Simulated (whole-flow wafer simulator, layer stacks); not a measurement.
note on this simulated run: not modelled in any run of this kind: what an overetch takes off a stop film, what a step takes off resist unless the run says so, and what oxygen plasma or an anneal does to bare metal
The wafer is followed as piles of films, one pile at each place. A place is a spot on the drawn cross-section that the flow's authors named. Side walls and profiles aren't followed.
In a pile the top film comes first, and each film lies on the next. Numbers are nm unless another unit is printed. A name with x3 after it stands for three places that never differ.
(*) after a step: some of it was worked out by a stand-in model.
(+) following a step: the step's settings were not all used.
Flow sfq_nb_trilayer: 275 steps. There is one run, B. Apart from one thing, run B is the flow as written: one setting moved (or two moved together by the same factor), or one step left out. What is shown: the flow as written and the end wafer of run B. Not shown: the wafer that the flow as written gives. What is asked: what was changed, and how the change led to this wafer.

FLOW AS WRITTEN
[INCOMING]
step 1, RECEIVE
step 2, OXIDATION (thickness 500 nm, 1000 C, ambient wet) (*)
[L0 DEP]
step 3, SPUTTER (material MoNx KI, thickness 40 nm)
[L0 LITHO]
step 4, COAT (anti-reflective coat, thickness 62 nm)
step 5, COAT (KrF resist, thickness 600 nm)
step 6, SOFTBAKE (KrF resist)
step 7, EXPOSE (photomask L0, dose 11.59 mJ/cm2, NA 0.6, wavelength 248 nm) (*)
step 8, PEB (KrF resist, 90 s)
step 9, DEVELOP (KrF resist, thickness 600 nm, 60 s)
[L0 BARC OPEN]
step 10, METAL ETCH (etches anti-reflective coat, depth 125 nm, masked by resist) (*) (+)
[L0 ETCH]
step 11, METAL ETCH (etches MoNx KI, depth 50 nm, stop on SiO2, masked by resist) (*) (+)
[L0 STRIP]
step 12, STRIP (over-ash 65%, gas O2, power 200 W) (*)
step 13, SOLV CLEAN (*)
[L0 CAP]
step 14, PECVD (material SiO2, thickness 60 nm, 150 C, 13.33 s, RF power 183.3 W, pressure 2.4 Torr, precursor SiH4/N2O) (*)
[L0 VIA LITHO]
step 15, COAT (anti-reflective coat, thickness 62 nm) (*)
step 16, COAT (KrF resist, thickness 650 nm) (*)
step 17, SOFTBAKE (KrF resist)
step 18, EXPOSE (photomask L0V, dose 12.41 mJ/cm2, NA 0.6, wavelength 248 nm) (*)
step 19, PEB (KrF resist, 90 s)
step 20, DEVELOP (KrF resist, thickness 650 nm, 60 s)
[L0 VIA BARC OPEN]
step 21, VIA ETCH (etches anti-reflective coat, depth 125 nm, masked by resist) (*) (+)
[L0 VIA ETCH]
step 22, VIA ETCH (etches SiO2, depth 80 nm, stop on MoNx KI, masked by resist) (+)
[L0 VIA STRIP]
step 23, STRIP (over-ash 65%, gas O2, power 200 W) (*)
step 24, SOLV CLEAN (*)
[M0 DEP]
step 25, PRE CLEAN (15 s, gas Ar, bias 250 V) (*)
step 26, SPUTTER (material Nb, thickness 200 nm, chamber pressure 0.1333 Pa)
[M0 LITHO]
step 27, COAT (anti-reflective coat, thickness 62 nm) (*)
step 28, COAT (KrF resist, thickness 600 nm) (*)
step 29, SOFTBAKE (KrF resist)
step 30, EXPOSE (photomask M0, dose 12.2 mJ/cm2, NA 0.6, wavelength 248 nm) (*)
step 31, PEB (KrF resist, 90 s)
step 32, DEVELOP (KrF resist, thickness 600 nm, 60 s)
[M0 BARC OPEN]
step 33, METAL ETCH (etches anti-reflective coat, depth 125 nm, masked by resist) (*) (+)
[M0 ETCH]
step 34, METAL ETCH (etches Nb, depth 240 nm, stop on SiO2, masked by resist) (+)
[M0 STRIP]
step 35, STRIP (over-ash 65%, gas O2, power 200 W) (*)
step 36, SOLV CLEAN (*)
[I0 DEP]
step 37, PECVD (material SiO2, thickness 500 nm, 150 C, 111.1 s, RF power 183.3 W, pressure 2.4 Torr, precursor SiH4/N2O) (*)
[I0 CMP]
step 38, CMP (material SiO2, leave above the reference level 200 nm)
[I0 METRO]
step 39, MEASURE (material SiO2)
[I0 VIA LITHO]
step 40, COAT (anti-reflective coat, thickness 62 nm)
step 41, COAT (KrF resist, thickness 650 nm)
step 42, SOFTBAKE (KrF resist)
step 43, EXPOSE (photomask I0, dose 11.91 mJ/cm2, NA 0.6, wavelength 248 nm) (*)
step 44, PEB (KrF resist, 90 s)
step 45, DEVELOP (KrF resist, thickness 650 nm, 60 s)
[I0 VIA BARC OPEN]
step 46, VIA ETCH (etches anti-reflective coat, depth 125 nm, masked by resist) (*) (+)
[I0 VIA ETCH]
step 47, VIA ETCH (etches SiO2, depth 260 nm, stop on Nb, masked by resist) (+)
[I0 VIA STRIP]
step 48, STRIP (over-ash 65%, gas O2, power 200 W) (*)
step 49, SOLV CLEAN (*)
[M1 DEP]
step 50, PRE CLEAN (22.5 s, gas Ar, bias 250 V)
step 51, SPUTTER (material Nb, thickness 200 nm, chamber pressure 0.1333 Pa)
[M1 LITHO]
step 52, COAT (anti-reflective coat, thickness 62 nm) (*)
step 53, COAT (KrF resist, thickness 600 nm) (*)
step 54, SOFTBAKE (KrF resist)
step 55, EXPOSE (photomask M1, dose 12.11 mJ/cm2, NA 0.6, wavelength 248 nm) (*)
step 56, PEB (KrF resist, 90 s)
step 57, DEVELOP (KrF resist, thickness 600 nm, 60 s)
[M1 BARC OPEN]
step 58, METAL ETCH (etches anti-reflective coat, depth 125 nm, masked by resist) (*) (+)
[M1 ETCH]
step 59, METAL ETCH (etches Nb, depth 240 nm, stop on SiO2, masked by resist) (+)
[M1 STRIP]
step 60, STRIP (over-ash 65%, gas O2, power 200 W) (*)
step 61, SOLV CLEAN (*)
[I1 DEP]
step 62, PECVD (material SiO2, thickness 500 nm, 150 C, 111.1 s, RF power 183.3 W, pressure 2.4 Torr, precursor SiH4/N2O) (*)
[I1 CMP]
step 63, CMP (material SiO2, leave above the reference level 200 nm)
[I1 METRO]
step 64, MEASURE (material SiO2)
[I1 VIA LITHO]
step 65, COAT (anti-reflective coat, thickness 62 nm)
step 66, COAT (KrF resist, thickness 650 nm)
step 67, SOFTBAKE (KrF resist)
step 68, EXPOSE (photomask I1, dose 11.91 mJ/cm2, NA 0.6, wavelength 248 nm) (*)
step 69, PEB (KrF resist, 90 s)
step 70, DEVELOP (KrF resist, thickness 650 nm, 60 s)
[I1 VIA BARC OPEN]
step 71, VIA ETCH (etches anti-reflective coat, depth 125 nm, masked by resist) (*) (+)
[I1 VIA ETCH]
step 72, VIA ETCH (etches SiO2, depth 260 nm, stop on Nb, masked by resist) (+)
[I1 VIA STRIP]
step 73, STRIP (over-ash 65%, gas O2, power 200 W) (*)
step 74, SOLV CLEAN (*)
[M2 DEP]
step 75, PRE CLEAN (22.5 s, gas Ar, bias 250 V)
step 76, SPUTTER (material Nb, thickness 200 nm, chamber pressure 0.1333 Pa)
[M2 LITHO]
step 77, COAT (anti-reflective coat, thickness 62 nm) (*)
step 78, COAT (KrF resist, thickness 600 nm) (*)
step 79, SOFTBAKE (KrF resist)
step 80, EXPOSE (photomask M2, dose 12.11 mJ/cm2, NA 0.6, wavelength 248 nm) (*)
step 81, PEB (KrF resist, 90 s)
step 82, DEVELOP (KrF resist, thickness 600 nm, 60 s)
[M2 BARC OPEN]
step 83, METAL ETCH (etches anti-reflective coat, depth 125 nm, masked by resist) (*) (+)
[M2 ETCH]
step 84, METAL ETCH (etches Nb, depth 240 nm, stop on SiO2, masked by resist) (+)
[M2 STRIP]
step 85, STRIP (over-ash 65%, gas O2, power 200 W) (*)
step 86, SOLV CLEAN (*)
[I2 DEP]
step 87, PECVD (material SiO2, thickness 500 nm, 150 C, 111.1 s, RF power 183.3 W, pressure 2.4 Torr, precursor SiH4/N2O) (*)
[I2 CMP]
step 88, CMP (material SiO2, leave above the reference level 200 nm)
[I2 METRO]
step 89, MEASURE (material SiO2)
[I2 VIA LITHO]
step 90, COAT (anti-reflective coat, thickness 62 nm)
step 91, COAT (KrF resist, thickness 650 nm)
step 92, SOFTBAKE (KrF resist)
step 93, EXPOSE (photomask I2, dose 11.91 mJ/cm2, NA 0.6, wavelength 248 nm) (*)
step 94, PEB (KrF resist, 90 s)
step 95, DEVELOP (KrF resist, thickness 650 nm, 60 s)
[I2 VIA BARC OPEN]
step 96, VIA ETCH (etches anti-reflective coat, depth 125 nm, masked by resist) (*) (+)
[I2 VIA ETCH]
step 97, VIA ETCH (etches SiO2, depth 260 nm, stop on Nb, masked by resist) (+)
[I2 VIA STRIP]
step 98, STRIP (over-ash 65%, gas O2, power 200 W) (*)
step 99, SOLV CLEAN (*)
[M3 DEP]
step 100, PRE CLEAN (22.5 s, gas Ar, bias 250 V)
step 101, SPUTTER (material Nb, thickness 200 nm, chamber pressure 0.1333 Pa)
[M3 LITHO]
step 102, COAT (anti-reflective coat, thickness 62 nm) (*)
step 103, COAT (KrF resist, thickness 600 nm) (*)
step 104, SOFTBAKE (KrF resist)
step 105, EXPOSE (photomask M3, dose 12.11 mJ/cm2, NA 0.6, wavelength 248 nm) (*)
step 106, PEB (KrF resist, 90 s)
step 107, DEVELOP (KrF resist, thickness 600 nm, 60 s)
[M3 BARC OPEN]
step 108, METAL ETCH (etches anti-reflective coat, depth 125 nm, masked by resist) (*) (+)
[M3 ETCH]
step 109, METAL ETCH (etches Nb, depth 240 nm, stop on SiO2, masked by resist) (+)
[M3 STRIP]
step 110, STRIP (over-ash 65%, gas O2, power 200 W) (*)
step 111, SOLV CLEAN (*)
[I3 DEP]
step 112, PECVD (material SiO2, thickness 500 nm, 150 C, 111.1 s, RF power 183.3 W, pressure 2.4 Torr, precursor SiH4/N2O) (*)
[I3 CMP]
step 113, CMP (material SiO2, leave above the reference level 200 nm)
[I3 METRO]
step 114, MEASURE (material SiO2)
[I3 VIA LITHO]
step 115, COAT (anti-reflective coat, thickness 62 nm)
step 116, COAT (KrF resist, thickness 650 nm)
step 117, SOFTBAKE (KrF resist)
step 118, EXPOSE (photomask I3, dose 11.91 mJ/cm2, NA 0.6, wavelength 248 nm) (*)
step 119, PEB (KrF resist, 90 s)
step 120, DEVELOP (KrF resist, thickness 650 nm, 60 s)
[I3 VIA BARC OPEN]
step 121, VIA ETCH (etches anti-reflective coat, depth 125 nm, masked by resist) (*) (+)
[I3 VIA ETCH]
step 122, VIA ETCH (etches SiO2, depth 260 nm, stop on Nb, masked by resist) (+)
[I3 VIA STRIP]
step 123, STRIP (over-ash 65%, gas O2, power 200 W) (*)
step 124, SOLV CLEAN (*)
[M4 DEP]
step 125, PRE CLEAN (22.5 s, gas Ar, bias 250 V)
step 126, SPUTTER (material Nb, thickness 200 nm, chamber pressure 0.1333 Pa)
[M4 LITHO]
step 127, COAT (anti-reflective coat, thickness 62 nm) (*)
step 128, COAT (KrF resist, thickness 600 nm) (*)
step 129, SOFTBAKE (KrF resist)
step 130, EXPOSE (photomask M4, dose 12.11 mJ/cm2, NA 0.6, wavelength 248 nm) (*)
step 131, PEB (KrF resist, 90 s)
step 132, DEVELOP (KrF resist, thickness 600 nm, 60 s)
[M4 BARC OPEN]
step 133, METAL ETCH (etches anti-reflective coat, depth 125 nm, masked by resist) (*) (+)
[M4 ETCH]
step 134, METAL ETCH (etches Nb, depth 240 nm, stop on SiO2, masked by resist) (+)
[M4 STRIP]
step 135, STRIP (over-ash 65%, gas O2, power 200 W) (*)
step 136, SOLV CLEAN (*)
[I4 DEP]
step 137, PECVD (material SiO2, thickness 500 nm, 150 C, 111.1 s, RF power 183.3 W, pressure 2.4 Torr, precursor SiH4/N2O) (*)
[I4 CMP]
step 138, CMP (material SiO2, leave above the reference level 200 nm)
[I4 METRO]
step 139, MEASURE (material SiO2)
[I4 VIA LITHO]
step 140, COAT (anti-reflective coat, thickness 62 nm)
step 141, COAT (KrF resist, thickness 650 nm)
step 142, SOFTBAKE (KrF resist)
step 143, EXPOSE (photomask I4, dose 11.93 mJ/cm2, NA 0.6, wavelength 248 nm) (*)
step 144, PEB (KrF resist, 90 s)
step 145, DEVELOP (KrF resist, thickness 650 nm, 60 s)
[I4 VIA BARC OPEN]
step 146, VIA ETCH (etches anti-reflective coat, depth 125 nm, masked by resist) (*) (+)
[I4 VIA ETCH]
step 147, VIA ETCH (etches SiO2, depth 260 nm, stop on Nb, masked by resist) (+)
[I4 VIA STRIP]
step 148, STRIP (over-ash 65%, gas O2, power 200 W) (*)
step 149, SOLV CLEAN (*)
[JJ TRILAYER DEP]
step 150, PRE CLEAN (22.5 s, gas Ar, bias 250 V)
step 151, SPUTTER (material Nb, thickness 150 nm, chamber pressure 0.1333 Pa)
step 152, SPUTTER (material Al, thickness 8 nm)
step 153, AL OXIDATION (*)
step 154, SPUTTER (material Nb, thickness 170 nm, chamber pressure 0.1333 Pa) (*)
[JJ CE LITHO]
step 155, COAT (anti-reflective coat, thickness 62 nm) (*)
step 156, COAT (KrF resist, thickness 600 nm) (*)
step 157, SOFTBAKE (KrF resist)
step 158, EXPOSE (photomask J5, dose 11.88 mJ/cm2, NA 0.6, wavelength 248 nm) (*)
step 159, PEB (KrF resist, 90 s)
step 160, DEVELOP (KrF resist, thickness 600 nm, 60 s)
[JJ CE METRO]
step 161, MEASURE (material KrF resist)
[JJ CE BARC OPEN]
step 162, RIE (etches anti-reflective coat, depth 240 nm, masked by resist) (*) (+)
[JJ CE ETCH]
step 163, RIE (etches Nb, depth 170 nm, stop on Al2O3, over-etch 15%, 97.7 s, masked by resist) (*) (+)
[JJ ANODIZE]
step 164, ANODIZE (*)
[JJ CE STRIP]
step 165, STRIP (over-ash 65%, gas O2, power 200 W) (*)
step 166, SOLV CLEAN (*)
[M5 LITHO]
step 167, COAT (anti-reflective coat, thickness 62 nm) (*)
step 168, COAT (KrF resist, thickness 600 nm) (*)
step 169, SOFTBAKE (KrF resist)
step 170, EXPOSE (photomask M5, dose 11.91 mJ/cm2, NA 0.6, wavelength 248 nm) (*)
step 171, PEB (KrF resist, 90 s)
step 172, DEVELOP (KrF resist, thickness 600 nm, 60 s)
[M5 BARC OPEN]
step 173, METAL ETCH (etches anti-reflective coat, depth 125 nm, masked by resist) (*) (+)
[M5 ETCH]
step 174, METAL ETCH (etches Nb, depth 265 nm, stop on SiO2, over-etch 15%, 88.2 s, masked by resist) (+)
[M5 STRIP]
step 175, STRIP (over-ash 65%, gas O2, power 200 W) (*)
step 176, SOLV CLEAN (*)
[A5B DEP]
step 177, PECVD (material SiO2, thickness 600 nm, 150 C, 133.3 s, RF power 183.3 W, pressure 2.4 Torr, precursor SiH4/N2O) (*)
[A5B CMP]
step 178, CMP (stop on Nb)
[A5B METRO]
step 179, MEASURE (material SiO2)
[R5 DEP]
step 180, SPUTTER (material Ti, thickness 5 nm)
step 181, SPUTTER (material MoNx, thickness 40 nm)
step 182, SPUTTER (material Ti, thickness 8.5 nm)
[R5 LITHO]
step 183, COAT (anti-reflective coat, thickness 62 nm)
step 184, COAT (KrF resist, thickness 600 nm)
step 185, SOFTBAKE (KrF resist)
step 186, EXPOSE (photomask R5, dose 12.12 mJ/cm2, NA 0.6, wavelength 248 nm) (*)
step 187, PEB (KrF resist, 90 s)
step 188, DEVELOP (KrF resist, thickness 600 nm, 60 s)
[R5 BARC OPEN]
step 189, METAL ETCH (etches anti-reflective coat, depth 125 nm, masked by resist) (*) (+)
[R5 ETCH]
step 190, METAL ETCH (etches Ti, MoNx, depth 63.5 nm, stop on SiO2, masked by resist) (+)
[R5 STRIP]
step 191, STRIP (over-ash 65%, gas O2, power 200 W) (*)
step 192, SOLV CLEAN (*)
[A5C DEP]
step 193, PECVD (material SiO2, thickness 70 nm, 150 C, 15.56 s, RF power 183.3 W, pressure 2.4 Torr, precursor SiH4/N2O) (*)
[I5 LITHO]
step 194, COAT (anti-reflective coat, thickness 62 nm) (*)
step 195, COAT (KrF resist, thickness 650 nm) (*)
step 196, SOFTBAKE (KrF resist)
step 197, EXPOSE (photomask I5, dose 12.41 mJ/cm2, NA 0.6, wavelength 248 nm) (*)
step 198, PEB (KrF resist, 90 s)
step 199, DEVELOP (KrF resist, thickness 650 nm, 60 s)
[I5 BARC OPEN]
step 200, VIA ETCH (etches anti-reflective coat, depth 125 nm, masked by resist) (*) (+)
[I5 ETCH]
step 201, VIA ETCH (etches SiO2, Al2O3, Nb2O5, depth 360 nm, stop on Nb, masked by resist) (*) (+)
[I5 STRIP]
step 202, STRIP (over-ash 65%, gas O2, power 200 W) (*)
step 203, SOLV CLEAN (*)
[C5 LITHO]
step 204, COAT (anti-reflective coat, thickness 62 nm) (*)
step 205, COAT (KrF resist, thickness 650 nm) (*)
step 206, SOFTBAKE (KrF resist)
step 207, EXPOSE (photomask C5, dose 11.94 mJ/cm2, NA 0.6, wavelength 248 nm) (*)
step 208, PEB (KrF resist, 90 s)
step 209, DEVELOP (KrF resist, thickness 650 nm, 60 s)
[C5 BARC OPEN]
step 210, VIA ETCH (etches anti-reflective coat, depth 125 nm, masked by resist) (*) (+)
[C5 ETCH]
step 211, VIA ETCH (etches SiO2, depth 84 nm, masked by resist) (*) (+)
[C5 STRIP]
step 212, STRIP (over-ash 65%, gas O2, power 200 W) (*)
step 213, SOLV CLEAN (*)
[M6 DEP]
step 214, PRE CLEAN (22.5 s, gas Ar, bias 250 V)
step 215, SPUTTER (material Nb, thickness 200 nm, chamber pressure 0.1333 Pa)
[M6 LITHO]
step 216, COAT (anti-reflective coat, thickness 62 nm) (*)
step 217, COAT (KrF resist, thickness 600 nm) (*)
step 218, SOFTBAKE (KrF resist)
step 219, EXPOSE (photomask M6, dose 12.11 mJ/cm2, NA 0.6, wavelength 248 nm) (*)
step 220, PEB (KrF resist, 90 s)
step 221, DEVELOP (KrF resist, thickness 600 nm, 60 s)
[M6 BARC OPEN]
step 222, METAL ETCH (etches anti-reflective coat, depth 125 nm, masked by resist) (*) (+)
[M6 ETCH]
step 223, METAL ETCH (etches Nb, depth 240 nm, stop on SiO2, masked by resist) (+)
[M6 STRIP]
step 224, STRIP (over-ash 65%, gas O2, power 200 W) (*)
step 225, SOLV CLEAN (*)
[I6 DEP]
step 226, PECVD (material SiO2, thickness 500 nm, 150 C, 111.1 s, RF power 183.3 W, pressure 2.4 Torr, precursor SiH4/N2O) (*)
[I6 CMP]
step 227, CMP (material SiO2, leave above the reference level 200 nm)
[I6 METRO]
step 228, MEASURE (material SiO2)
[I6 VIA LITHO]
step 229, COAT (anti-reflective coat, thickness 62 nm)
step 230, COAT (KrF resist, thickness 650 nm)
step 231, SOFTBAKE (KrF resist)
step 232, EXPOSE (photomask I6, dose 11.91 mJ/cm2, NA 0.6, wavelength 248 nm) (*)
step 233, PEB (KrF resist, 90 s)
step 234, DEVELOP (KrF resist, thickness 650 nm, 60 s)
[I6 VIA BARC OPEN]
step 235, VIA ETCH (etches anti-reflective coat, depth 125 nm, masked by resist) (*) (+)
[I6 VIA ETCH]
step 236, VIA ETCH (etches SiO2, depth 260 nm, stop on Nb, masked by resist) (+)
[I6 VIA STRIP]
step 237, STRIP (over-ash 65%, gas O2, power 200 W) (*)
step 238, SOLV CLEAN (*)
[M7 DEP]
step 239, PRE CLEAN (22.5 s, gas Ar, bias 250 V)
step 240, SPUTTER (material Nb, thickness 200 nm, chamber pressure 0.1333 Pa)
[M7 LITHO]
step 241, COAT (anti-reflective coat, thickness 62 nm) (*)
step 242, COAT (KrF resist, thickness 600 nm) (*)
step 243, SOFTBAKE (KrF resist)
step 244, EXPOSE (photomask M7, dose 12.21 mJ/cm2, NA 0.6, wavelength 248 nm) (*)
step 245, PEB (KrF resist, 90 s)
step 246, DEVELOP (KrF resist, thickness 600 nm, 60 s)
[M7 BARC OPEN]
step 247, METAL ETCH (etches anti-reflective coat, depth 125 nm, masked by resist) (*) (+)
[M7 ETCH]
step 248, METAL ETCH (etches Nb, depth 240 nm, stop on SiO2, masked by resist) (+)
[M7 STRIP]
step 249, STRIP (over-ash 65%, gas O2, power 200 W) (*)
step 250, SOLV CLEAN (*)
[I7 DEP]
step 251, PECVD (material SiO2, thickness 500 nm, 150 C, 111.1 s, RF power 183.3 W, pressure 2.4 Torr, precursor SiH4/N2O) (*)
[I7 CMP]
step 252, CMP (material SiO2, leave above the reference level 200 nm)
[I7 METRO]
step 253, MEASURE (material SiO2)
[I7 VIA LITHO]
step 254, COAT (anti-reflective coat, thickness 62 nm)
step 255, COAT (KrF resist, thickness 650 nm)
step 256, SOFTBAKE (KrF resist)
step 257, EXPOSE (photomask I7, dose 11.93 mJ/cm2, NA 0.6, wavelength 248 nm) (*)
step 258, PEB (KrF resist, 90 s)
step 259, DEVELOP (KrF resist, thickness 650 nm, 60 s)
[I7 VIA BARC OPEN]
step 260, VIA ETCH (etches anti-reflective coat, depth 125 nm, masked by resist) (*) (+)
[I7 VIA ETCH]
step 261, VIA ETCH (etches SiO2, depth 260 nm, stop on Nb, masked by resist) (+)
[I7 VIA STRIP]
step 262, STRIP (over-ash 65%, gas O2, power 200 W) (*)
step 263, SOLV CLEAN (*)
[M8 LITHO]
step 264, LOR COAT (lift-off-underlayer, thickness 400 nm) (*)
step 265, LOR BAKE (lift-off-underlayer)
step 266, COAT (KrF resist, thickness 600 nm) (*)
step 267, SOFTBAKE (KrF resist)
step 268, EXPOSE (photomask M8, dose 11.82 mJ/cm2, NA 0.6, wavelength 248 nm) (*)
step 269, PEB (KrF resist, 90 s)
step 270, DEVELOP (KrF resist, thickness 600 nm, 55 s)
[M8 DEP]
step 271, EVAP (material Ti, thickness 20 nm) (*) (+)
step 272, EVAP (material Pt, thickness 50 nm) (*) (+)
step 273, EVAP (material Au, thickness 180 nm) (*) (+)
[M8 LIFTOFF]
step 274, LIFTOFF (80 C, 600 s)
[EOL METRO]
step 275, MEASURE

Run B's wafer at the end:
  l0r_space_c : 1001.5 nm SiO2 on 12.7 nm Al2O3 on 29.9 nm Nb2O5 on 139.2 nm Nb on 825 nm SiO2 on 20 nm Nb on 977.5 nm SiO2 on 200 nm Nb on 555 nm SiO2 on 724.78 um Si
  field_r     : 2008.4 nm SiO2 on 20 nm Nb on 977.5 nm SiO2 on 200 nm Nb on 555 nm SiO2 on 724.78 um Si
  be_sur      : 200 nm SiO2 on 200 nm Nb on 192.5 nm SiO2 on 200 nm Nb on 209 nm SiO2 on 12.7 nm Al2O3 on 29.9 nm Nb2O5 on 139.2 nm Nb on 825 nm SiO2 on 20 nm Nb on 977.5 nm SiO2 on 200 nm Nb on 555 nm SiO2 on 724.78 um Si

Cause: step 101, SPUTTER: thickness 260 nm was run, though the flow has thickness 200 nm.

Step by step, how the change led to this:
  step 101, SPUTTER (material Nb, thickness 200 nm, chamber pressure 0.1333 Pa)
      field_l, v_sur, via_wl and 102 more: +260 Nb (new film) (in the flow as written it would be: +200 Nb (new film))
      via_w: +215.9 Nb (in the flow as written it would be: +165.5 Nb)
  step 102, COAT (anti-reflective coat, thickness 62 nm) (*)
      via_wl, via_wr: +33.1 anti-reflective coat (new film) (in the flow as written it would be: +34.2 anti-reflective coat (new film))
  step 109, METAL ETCH (etches Nb, depth 240 nm, stop on SiO2, masked by resist) (+)
      field_l, be, be_sur and 72 more: -240 Nb (in the flow as written it would be: -200 Nb (all of it))
  step 110, STRIP (over-ash 65%, gas O2, power 200 W) (*)
      via_wl, via_wr: -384 KrF resist (all of it), -33.1 anti-reflective coat (all of it) (in the flow as written it would be: -384.2 KrF resist (all of it), -34.2 anti-reflective coat (all of it))
  step 112, PECVD (material SiO2, thickness 500 nm, 150 C, 111.1 s, RF power 183.3 W, pressure 2.4 Torr, precursor SiH4/N2O) (*)
      field_l, be, be_sur and 64 more: +500 SiO2 (new film) (in the flow as written it would be: +500 SiO2)
      p4_g1 x2, p3_s0 x6: +597.1 SiO2 (new film) (in the flow as written it would be: +557.1 SiO2)
      (and at 1 other place as well)
  step 113, CMP (material SiO2, leave above the reference level 200 nm)
      field_l, be, be_sur and 64 more: -60 SiO2 (in the flow as written it would be: -100 SiO2)
      via_w: -157.1 SiO2 (in the flow as written it would be: -181.6 SiO2)
If metal films that touch count as one body, l0r_space_c has 3 bodies (between them, from the top down: SiO2 825; SiO2 977.5); the flow as written gives 2 bodies (between them, from the top down: SiO2 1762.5).
If metal films that touch count as one body, field_r has 2 bodies (between them, from the top down: SiO2 977.5); the flow as written gives 1 body.
If metal films that touch count as one body, be_sur has 5 bodies (between them, from the top down: SiO2 192.5; SiO2 209 / Al2O3 12.7 / Nb2O5 29.9; SiO2 825; SiO2 977.5); the flow as written gives 4 bodies (between them, from the top down: SiO2 192.5; SiO2 209 / Al2O3 12.7 / Nb2O5 29.9; SiO2 1762.5).
